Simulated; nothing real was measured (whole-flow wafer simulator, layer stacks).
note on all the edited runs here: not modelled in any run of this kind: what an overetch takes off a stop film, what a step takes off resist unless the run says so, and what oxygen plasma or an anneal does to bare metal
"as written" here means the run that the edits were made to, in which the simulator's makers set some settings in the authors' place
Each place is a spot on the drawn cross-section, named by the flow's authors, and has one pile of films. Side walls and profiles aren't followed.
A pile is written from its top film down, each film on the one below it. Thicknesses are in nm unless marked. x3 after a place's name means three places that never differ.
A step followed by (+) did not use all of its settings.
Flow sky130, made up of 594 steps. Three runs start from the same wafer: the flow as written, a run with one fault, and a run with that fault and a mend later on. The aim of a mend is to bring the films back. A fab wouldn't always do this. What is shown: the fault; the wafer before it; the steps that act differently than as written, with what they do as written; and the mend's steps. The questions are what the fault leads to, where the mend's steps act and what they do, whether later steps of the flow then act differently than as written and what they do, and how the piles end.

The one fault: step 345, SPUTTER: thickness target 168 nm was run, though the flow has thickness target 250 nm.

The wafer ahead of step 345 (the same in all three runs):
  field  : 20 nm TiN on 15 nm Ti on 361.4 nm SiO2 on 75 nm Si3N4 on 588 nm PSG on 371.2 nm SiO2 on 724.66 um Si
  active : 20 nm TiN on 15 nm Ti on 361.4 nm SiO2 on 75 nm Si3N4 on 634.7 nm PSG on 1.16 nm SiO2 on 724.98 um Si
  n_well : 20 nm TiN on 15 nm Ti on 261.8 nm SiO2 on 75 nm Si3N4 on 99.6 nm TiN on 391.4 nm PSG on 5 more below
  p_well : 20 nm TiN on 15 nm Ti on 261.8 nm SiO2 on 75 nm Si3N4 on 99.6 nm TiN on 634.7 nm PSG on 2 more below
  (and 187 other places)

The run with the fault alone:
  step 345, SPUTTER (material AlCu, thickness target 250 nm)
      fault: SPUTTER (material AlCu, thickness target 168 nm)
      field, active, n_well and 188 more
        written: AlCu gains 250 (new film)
        fault: AlCu gains 168 (new film)
  Later steps of the flow acting differently than as written (8 other steps are not shown; they differ only slightly, by no more than 2% or 0.5 nm, whichever is larger):
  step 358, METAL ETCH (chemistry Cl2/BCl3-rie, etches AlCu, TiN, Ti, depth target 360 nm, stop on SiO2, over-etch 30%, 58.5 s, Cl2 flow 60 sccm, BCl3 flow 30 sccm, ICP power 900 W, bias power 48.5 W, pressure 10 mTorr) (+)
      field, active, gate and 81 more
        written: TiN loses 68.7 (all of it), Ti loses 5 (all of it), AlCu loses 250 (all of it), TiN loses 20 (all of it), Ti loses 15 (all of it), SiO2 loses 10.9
        fault: TiN loses 68.7 (all of it), Ti loses 5 (all of it), AlCu loses 168 (all of it), TiN loses 20 (all of it), Ti loses 15 (all of it), SiO2 loses 19.1
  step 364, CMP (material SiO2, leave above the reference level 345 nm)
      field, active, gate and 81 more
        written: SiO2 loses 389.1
        fault: SiO2 loses 462.9
  At n_well, p_well, gate_hv and 120 more, the piles at the end differ from the flow's by more than 2% or 0.5 nm, whichever is larger.
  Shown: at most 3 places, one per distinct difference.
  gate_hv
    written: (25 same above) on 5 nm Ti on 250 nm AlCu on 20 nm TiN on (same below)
    fault: (25 same above) on 5 nm Ti on 168 nm AlCu on 20 nm TiN on (same below)
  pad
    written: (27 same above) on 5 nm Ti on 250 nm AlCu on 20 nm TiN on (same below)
    fault: (27 same above) on 5 nm Ti on 168 nm AlCu on 20 nm TiN on (same below)
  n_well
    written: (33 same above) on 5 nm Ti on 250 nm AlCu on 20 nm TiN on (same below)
    fault: (33 same above) on 5 nm Ti on 168 nm AlCu on 20 nm TiN on (same below)

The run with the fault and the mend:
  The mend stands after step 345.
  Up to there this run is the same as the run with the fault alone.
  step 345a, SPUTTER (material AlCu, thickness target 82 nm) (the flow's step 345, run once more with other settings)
      field, active, n_well and 188 more
        AlCu gains 82
  Later steps of the flow that are run all act as written at every place that is followed.
  By the end, the piles equal the flow's at every place that both follow.
